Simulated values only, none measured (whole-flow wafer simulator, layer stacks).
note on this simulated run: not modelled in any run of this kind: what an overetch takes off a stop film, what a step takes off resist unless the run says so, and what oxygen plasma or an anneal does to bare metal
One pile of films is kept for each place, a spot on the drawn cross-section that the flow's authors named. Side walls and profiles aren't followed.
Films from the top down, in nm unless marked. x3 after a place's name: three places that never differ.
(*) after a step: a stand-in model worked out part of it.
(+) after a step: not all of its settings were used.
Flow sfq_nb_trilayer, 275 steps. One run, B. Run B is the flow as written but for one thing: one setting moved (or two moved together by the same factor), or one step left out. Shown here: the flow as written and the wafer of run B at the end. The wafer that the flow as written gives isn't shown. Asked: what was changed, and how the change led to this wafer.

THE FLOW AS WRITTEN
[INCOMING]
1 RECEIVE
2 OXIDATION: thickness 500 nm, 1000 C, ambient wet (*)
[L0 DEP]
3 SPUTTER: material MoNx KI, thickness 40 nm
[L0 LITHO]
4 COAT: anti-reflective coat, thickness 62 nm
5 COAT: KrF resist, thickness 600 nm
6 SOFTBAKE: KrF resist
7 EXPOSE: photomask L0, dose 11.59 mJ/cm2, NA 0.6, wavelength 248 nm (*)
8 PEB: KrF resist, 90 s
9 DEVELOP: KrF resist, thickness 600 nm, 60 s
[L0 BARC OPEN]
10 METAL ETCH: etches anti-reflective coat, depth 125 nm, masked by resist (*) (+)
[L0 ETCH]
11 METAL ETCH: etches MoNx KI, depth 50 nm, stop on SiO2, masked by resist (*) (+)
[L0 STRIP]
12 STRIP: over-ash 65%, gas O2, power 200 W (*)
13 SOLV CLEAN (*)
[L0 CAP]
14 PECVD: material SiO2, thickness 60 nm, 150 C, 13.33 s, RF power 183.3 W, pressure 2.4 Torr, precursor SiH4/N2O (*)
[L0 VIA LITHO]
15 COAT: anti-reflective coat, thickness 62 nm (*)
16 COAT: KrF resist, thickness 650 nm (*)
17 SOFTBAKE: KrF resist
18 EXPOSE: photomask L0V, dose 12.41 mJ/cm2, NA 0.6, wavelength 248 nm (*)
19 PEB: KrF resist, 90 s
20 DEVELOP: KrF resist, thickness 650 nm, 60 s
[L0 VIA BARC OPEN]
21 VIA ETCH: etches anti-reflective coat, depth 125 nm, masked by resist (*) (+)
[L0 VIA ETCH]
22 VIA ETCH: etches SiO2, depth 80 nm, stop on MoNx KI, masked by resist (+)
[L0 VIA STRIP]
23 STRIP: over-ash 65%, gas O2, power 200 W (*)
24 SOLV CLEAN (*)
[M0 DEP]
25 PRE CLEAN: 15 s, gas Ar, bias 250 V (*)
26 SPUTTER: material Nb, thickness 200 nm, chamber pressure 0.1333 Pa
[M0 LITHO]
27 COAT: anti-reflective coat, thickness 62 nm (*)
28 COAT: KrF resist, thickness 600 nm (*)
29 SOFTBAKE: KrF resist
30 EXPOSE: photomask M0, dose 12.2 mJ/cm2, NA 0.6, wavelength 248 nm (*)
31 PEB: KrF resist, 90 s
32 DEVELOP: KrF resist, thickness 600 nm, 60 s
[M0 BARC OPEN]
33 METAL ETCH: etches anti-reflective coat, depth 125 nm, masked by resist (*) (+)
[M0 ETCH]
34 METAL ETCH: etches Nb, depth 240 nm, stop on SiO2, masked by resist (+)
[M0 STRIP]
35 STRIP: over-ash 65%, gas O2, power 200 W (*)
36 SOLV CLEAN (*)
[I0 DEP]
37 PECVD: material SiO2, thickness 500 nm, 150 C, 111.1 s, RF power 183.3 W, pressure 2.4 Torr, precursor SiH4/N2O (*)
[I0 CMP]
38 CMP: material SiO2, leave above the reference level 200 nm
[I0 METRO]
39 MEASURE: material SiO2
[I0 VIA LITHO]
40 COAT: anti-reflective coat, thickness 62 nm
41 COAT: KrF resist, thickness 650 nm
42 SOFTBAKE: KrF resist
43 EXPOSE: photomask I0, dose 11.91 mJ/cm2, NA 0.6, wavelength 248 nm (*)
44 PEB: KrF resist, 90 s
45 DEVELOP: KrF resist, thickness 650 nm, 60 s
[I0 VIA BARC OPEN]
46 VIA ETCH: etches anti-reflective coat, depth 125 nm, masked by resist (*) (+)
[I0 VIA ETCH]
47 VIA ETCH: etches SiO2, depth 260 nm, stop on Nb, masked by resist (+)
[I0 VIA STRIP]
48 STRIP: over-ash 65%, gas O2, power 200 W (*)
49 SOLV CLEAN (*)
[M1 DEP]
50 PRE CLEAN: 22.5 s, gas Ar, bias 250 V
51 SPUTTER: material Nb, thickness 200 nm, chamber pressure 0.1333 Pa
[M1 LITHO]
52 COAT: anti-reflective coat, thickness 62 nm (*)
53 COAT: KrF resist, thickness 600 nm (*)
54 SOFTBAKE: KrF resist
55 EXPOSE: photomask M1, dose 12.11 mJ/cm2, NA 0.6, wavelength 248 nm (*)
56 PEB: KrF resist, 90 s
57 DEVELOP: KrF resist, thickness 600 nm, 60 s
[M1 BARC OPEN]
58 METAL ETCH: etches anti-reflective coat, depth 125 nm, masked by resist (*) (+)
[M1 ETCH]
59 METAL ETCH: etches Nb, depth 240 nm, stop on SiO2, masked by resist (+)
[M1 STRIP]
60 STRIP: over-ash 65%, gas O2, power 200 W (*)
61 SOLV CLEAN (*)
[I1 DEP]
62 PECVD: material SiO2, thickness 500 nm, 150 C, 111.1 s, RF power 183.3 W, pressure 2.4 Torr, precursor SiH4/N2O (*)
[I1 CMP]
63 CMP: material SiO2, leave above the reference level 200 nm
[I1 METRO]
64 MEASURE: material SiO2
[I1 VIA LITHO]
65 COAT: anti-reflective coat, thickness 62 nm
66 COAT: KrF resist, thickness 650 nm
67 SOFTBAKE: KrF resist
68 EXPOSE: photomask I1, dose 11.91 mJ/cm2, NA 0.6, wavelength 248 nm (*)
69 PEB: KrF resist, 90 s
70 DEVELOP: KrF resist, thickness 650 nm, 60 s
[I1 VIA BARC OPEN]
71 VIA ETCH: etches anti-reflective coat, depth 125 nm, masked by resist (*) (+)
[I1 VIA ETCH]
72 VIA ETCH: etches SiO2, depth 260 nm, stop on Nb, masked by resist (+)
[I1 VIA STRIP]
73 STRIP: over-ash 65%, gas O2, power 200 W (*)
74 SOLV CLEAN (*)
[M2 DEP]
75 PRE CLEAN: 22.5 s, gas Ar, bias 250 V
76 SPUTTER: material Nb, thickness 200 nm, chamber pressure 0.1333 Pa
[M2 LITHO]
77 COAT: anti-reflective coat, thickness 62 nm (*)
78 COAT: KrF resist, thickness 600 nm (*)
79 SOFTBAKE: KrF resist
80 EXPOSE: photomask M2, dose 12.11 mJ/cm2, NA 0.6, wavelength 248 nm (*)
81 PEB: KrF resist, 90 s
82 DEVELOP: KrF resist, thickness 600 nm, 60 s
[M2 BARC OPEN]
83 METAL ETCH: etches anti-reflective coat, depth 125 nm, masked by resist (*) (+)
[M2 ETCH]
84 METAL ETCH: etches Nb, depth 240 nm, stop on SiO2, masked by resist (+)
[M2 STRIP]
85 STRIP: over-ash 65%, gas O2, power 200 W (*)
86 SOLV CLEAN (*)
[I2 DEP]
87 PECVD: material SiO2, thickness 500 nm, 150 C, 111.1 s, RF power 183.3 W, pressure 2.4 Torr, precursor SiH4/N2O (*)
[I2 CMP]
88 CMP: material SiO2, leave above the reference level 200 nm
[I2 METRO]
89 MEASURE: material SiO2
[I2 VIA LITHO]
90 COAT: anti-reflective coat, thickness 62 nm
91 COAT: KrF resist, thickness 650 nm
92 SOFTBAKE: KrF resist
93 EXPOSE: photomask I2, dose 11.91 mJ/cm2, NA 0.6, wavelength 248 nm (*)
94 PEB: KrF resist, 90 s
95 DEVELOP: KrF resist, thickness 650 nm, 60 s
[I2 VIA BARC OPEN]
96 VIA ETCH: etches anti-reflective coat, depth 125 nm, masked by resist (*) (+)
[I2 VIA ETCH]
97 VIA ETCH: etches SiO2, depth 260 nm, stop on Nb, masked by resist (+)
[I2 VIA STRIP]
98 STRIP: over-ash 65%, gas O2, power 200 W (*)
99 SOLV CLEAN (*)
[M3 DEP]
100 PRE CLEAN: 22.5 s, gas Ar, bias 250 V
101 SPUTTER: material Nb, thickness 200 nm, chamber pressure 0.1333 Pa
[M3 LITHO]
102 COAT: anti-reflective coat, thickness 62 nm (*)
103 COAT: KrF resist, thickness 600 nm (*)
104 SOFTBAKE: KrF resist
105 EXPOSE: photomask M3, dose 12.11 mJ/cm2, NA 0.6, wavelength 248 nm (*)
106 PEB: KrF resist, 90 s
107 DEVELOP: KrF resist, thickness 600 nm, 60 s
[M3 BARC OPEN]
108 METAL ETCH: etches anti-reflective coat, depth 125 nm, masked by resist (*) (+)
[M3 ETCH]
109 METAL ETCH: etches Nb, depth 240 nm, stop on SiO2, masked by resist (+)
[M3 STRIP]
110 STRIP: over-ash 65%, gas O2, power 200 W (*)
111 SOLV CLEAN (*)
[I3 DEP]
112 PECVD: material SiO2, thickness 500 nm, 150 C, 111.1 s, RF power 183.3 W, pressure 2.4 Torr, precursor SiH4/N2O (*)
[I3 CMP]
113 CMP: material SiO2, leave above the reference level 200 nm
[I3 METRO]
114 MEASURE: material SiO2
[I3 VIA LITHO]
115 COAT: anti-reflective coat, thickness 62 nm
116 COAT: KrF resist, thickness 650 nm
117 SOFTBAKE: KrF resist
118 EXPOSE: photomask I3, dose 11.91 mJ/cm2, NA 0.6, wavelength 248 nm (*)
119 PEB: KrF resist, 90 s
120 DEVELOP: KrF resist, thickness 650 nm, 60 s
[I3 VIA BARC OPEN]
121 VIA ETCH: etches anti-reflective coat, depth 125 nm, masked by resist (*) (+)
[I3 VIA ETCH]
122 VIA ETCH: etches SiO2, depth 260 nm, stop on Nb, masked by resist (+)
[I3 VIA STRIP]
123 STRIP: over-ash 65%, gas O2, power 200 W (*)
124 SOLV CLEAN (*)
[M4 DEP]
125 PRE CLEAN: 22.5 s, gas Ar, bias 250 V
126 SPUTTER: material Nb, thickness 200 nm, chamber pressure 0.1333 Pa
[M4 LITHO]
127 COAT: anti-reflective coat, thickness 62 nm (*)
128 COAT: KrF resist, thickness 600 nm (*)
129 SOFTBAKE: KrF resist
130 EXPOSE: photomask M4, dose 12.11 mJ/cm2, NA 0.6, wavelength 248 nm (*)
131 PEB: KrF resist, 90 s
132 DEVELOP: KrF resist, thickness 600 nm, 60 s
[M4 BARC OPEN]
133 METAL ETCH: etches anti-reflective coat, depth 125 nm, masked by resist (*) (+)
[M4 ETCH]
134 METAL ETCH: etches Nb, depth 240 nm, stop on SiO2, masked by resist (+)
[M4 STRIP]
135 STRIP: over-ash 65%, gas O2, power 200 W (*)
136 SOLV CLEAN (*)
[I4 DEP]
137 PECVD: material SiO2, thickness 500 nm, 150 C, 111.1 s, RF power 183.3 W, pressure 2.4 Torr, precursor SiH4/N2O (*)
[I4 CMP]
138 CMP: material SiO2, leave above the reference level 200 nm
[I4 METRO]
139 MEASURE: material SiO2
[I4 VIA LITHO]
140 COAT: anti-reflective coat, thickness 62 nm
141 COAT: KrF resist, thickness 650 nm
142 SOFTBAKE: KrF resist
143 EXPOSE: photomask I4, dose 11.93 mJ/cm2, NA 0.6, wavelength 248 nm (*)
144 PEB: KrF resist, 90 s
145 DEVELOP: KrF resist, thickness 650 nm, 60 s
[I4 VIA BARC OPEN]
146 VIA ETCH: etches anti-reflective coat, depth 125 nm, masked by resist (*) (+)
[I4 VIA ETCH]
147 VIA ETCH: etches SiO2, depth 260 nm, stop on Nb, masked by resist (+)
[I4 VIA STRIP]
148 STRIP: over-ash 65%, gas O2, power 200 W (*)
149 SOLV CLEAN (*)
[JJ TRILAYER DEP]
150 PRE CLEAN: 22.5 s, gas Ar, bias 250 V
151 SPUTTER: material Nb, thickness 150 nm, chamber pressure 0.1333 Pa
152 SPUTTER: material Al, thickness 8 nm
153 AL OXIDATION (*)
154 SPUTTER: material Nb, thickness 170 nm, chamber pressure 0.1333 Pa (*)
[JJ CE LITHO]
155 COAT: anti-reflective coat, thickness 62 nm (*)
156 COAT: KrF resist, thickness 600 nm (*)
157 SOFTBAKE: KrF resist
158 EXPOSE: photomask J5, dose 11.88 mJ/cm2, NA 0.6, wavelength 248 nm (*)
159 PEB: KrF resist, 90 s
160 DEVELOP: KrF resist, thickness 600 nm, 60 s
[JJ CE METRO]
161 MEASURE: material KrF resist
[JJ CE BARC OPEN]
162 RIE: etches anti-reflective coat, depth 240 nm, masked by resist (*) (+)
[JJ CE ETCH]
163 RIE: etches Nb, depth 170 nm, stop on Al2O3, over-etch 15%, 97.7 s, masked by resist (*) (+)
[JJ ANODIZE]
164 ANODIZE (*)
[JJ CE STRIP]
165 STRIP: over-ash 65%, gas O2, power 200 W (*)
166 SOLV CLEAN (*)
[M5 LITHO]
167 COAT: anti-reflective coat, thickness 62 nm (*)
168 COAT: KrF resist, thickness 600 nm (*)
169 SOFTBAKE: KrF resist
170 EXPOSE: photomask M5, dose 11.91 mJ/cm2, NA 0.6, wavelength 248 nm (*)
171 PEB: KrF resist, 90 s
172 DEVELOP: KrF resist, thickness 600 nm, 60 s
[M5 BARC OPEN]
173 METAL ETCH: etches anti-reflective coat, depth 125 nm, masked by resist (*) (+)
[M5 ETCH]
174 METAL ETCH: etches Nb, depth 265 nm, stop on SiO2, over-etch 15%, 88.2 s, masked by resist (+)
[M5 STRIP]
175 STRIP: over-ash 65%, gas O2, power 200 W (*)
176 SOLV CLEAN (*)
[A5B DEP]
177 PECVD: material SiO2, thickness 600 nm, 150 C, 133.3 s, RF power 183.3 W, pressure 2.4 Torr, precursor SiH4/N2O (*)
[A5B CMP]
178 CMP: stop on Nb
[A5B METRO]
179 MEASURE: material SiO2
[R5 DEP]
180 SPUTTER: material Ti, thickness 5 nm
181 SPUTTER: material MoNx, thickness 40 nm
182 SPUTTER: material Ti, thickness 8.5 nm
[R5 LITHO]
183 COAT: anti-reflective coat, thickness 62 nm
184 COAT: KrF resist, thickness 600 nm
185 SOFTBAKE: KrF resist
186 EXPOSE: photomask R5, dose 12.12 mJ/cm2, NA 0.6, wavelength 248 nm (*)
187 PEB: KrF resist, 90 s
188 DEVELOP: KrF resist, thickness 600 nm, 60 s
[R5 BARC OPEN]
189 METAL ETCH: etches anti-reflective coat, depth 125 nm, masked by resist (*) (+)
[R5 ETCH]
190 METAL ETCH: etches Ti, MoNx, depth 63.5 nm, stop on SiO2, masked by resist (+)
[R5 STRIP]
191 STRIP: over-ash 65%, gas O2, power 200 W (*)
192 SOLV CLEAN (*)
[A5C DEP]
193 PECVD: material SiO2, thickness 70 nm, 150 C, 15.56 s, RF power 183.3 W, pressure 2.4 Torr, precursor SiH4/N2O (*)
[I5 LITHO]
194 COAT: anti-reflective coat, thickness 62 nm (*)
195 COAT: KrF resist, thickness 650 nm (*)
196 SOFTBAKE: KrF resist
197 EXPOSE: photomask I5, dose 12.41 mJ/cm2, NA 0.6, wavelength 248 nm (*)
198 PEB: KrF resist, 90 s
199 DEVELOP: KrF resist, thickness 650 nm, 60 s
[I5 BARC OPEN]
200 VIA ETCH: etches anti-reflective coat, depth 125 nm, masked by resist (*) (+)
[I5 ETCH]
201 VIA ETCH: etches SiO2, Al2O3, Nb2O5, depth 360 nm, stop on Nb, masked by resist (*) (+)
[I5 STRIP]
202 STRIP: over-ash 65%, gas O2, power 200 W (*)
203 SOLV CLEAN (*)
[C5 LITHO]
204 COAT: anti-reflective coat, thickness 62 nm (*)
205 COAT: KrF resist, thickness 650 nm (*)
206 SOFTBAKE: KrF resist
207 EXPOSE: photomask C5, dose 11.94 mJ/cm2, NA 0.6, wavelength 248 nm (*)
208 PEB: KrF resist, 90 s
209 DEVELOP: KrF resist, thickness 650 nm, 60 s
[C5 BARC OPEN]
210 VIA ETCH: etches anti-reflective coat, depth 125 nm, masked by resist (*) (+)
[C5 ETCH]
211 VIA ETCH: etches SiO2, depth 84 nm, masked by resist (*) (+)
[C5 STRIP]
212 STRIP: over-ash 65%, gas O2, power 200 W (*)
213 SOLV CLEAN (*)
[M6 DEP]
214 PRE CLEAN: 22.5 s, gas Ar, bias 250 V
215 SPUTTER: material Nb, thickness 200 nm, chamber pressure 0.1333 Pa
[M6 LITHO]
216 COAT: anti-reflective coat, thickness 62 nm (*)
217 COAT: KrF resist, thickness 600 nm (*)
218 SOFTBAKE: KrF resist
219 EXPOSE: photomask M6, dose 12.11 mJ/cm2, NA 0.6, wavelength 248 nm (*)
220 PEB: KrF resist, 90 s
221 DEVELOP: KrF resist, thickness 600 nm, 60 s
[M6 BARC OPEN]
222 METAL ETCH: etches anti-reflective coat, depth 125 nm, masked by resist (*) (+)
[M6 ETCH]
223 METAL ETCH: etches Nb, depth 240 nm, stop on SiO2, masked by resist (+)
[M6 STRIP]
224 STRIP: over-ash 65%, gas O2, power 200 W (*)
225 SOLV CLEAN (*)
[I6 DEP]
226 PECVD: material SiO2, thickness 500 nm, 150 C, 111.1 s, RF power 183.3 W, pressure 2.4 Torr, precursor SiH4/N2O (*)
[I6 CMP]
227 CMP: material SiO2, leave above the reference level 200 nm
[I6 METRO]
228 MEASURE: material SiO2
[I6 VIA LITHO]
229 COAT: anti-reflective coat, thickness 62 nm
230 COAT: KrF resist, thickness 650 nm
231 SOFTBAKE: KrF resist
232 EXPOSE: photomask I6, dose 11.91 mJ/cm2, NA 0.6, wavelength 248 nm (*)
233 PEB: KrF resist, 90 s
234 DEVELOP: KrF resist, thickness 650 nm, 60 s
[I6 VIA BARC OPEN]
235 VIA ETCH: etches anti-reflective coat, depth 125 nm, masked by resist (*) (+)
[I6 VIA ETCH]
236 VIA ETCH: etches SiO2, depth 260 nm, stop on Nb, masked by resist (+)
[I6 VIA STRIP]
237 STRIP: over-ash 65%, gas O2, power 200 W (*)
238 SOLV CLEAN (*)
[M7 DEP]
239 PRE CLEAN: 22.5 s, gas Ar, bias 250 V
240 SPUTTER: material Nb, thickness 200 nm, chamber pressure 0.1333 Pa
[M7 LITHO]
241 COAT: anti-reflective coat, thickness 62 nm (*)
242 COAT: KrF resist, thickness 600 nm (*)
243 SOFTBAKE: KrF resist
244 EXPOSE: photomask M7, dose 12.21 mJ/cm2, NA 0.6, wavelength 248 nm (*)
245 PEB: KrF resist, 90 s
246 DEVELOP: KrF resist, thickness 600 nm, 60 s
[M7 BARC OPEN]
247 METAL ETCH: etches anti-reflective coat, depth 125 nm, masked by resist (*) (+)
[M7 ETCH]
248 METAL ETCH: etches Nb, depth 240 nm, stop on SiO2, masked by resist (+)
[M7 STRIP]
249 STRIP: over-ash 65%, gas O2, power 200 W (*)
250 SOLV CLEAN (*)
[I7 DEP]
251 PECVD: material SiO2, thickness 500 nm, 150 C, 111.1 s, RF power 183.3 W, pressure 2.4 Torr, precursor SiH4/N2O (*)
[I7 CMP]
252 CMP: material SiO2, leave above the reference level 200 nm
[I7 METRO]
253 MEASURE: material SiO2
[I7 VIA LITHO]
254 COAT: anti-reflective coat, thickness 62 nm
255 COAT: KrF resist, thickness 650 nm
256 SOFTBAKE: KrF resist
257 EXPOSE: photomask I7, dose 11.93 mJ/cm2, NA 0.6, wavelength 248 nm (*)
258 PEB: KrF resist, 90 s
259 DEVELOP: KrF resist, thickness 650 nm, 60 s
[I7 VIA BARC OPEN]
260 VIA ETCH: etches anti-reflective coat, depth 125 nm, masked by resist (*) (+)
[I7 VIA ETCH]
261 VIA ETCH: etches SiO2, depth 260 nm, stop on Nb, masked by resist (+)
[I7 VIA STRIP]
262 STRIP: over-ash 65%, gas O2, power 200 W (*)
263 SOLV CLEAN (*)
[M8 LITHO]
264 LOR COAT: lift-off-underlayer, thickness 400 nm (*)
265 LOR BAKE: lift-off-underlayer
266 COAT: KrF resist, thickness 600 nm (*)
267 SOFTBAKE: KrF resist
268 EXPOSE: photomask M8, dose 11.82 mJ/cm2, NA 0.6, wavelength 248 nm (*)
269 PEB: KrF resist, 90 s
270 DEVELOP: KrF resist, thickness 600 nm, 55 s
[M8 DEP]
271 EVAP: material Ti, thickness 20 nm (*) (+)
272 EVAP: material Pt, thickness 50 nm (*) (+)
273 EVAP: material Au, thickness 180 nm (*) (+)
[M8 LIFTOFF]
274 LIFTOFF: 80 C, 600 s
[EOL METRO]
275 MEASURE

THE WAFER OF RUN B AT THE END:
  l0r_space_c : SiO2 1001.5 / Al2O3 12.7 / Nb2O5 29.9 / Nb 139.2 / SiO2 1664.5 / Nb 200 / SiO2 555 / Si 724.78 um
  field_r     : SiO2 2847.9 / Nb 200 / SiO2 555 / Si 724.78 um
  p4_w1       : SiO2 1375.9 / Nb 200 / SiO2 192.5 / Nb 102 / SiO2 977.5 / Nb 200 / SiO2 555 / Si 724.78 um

The cause: step 101, SPUTTER: thickness 102 nm was run, where the flow has thickness 200 nm.
It can be read off the wafer: p4_w1 has Nb 102, and step 101 as written asks for 200 nm.

How the change led to this, step by step:
  101 SPUTTER: material Nb, thickness 200 nm, chamber pressure 0.1333 Pa
      field_l, v_sur, via_wl and 102 more: Nb +102 (new film) (as written it would be: Nb +200 (new film))
      via_w: Nb +84.1 (as written it would be: Nb +165.5)
  102 COAT: anti-reflective coat, thickness 62 nm (*)
      via_wl, via_wr: anti-reflective coat +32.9 (new film) (as written it would be: anti-reflective coat +34.2 (new film))
      via_w: anti-reflective coat +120 (new film) (as written it would be: anti-reflective coat +124.8 (new film))
  109 METAL ETCH: etches Nb, depth 240 nm, stop on SiO2, masked by resist (+)
      field_l, be, be_sur and 72 more: Nb -102 (all of it) (as written it would be: Nb -200 (all of it))
      v_sur, via_wl, via_w and 28 more: KrF resist -90 (as written it would be: KrF resist -141.2)
  110 STRIP: over-ash 65%, gas O2, power 200 W (*)
      p4_w1, p4_w2, p4_w3 and 21 more: KrF resist -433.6 (all of it), anti-reflective coat -62 (all of it) (as written it would be: KrF resist -382.4 (all of it), anti-reflective coat -62 (all of it))
      v_sur: KrF resist -417.5 (all of it), anti-reflective coat -60.8 (all of it) (as written it would be: KrF resist -365.3 (all of it), anti-reflective coat -61.1 (all of it))
      (and at 6 more places)
  112 PECVD: material SiO2, thickness 500 nm, 150 C, 111.1 s, RF power 183.3 W, pressure 2.4 Torr, precursor SiH4/N2O (*)
      p4_g1, p4_g2, p3_s0, p3_s1, p3_s2, p3_s3, p3_s4, p3_s5: SiO2 +500 (as written it would be: SiO2 +557.1)
      via_w: SiO2 +587.8 (new film) (as written it would be: SiO2 +615 (new film))
  113 CMP: material SiO2, leave above the reference level 200 nm
      field_l, be, be_sur and 64 more: SiO2 -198 (as written it would be: SiO2 -100)
      p4_g1, p4_g2, p3_s0, p3_s1, p3_s2, p3_s3, p3_s4, p3_s5: SiO2 -198 (as written it would be: SiO2 -157.1)
      (and at 1 more place)
